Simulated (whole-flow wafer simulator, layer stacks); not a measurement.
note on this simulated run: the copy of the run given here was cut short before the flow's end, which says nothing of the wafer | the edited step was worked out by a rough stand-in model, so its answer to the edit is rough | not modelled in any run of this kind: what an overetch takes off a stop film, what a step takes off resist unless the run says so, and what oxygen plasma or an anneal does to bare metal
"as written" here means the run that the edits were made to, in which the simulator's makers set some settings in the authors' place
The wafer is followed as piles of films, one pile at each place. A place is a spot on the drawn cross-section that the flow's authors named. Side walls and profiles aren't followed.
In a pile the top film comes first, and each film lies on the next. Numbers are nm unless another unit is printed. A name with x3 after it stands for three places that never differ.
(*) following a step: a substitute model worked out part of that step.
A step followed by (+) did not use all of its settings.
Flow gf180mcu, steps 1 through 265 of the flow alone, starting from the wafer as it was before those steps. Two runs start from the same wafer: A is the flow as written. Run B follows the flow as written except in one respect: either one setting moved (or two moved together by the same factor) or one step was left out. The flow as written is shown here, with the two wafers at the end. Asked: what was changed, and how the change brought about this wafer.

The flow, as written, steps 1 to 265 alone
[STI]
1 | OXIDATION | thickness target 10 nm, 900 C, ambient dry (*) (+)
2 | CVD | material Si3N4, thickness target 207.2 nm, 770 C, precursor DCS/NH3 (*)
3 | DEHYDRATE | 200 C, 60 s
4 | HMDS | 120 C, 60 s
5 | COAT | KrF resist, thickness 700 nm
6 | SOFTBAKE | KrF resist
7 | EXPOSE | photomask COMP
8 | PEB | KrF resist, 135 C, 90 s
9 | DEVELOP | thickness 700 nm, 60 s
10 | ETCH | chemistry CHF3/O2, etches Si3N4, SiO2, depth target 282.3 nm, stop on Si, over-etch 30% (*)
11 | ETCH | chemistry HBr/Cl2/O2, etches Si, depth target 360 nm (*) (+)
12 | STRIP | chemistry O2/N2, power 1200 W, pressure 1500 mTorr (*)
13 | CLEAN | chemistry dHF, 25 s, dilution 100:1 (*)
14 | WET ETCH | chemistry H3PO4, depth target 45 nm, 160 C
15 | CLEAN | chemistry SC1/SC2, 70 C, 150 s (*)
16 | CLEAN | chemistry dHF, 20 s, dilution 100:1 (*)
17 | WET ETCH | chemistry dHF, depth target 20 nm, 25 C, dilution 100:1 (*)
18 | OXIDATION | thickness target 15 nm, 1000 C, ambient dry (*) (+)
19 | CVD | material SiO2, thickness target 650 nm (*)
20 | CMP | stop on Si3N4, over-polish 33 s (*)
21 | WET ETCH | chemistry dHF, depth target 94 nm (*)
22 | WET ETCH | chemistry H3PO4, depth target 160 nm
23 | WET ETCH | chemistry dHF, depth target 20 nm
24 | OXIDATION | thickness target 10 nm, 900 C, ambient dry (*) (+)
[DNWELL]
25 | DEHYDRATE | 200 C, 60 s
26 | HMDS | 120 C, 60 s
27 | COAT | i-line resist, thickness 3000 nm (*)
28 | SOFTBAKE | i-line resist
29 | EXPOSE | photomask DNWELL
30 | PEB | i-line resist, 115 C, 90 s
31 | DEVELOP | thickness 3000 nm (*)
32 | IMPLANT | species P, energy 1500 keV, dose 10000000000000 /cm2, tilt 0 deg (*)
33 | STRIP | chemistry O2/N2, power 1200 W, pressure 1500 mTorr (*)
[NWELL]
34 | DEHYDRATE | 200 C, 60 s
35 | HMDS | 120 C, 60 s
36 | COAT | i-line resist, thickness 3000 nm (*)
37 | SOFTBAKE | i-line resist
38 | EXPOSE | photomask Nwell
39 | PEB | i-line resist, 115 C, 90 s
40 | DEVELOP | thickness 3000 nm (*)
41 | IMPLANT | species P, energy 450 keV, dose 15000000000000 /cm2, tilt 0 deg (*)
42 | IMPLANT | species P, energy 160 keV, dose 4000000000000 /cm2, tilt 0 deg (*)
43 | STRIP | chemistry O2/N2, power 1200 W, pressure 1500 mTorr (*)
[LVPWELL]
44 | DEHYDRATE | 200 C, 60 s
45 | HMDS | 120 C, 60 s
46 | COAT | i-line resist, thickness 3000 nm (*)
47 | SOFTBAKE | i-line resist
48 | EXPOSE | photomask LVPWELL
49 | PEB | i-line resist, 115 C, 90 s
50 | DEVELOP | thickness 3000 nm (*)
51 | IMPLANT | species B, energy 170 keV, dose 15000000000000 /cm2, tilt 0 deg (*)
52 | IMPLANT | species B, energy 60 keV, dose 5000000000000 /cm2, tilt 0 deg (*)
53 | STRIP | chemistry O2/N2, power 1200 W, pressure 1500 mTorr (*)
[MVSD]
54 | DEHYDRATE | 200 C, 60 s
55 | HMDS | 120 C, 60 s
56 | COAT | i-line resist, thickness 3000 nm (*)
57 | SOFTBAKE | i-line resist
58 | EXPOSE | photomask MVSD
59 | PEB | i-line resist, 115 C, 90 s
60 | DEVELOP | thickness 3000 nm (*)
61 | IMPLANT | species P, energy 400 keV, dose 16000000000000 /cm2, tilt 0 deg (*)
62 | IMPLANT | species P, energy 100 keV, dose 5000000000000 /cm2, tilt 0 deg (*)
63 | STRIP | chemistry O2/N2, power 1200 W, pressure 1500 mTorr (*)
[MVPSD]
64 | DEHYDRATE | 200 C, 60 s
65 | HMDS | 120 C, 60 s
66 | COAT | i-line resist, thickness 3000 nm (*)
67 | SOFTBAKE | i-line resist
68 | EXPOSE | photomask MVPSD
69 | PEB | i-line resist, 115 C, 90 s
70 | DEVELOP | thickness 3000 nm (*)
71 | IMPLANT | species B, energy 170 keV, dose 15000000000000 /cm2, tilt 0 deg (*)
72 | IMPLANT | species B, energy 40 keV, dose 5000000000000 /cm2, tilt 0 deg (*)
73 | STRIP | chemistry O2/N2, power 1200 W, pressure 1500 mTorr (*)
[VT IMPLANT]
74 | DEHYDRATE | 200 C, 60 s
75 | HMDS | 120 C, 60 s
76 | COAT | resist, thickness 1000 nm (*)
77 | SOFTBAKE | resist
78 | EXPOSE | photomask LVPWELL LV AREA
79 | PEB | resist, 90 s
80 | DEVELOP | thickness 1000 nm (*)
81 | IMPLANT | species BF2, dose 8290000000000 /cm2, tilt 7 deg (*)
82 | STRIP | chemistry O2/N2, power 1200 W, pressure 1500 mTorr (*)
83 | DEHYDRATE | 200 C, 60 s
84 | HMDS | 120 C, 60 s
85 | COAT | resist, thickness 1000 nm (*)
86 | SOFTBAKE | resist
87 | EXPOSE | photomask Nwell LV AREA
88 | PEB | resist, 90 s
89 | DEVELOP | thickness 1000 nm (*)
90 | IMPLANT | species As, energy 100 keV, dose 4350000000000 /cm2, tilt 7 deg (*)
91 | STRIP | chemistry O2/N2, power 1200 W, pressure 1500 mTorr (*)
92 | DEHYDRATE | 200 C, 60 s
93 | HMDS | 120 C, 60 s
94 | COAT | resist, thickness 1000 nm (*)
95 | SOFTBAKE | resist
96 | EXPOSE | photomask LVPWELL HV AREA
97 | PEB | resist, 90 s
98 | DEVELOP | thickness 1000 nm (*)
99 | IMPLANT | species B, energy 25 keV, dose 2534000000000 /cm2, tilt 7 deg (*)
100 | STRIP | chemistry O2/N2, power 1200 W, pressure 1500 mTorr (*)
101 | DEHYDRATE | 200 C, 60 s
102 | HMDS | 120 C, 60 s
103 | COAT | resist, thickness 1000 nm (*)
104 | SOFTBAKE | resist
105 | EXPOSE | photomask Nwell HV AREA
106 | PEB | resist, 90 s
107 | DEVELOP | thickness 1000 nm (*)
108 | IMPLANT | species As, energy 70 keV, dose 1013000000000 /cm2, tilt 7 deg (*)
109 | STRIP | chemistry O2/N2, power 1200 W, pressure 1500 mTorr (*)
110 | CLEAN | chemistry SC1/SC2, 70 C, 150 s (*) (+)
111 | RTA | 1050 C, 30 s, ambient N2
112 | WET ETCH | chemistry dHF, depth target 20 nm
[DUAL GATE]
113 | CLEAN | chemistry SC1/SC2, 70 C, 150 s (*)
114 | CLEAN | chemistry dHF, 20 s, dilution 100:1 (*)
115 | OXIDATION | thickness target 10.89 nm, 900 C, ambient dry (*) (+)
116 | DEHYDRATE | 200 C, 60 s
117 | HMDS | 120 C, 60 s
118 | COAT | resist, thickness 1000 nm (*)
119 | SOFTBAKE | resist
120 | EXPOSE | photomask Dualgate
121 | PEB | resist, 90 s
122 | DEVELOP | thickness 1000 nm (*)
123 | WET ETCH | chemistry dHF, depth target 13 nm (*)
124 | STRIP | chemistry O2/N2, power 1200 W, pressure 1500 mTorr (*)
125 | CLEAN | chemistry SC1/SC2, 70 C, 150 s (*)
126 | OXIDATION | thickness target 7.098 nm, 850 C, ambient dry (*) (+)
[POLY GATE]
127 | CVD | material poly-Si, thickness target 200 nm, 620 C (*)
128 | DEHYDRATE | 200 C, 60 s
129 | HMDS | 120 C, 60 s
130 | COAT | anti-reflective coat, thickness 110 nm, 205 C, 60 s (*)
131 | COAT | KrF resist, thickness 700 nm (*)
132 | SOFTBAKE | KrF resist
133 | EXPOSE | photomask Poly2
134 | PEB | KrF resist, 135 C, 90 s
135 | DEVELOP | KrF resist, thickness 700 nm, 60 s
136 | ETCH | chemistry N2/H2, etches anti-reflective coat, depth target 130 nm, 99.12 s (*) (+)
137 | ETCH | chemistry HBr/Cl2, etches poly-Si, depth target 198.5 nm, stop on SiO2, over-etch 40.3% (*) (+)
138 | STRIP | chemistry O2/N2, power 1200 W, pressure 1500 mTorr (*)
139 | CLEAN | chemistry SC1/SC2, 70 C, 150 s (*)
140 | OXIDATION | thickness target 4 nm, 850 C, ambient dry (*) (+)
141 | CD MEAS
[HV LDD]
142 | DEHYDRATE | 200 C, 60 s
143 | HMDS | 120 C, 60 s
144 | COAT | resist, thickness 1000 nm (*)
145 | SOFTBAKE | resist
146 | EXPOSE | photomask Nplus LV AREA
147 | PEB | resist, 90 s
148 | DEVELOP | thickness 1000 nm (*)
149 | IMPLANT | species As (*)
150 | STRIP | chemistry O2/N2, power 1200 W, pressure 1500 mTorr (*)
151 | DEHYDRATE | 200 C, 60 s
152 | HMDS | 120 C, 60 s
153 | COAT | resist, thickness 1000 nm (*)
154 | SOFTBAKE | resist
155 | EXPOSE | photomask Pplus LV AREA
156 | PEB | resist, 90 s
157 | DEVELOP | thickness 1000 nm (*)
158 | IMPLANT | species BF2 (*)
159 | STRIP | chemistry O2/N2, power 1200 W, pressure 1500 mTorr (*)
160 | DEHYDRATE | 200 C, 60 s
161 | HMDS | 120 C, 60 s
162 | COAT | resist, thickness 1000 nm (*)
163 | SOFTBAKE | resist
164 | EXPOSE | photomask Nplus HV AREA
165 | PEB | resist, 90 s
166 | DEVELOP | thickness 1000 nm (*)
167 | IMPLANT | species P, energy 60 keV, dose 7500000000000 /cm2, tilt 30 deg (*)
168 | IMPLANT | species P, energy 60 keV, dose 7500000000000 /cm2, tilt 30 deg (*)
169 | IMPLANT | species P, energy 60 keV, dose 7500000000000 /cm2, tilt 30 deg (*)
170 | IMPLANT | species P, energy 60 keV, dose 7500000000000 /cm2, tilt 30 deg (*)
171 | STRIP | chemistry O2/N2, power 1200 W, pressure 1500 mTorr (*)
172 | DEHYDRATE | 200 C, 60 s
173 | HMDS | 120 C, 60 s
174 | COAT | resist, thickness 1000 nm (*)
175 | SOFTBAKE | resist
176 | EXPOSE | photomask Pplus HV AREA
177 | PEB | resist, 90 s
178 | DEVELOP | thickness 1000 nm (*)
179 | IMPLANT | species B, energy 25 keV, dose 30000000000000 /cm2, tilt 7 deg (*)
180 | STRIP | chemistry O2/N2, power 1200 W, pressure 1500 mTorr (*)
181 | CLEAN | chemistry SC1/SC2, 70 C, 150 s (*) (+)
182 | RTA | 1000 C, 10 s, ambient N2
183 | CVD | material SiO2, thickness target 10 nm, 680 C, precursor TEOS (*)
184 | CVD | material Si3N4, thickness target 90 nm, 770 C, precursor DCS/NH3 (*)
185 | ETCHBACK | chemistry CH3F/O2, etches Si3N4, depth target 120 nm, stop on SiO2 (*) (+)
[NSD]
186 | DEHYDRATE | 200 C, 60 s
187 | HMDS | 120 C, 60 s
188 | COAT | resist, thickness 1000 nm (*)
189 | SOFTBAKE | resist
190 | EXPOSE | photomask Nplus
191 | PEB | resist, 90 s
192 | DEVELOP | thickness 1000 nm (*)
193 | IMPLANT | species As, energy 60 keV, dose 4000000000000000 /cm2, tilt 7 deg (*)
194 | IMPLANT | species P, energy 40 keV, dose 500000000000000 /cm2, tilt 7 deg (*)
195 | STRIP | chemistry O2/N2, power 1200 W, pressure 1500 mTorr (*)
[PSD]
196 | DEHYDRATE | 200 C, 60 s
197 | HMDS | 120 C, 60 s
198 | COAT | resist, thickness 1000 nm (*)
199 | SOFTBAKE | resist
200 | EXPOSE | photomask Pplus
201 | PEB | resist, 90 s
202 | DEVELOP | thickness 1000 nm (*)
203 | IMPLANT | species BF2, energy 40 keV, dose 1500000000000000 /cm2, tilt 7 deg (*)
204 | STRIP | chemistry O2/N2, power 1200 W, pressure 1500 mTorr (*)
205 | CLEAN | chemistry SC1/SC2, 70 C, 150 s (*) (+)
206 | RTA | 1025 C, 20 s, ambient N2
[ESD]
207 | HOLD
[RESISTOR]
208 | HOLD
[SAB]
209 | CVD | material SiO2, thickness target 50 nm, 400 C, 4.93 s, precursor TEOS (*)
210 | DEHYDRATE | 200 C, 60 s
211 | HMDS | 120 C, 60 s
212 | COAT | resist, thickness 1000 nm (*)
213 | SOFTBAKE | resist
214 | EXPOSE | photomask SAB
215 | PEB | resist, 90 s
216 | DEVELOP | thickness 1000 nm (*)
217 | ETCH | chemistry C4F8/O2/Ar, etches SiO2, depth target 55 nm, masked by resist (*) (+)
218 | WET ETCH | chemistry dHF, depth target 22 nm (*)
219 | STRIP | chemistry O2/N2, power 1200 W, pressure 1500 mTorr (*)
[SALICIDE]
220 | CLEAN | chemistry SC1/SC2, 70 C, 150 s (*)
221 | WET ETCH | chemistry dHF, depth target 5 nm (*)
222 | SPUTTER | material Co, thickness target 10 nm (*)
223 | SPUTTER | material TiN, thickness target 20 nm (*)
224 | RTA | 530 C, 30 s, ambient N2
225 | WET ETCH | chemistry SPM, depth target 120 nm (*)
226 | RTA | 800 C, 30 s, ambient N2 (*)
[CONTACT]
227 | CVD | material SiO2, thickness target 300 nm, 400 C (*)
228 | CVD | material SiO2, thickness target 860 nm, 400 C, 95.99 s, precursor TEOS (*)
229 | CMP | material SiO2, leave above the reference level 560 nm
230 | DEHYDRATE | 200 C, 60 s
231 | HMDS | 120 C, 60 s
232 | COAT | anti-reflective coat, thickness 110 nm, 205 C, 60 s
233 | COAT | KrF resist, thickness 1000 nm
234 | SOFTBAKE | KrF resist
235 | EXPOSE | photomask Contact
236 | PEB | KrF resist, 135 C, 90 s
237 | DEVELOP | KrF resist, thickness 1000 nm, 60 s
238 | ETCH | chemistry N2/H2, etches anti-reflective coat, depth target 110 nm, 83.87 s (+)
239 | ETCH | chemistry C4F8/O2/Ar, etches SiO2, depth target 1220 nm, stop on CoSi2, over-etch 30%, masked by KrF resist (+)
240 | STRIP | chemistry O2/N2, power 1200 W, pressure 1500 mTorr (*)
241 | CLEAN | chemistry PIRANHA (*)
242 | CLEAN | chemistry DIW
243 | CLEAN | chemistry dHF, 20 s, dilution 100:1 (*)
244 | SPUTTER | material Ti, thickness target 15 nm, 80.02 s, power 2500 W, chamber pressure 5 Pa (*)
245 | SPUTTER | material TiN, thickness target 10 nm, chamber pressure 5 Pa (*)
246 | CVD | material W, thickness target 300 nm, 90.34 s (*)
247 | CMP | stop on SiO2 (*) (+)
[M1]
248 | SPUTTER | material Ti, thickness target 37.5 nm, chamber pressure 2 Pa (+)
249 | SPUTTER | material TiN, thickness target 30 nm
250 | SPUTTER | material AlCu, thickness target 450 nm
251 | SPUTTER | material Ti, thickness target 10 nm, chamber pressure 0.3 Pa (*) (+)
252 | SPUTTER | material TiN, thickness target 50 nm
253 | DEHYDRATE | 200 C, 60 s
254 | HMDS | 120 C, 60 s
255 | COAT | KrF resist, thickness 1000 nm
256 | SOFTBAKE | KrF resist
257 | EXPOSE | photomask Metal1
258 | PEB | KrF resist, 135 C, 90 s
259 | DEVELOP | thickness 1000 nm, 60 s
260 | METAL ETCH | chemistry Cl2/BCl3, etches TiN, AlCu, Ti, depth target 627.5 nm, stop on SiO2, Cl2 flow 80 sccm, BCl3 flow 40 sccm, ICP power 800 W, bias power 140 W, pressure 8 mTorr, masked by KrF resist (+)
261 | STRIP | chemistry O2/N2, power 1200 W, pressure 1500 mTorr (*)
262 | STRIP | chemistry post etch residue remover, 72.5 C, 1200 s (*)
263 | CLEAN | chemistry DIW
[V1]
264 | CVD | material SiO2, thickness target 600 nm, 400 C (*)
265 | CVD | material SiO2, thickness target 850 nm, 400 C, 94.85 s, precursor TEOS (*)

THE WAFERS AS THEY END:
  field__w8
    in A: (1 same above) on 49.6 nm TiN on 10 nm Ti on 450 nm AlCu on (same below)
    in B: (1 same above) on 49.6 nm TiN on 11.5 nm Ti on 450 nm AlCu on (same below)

What caused this: step 251, SPUTTER: thickness target 11.5 nm was run, though the flow has thickness target 10 nm.
The wafer itself shows it: field__w8 has Ti 11.5, and step 251 as written asks for 10 nm.

How this came from the change, step by step:
  251 | SPUTTER | material Ti, thickness target 10 nm, chamber pressure 0.3 Pa (*) (+)
      field, field__w1, field__w2 and 108 more: A Ti gains 10 (new film) | B Ti gains 11.5 (new film)
  260 | METAL ETCH | chemistry Cl2/BCl3, etches TiN, AlCu, Ti, depth target 627.5 nm, stop on SiO2, Cl2 flow 80 sccm, BCl3 flow 40 sccm, ICP power 800 W, bias power 140 W, pressure 8 mTorr, masked by KrF resist (+)
      field, field__w1, field__w2 and 99 more: A TiN loses 50 (all of it), Ti loses 10 (all of it), AlCu loses 450 (all of it), TiN loses 30 (all of it), Ti loses 37.5 (all of it) | B TiN loses 50 (all of it), Ti loses 11.5 (all of it), AlCu loses 450 (all of it), TiN loses 30 (all of it), Ti loses 37.5 (all of it)
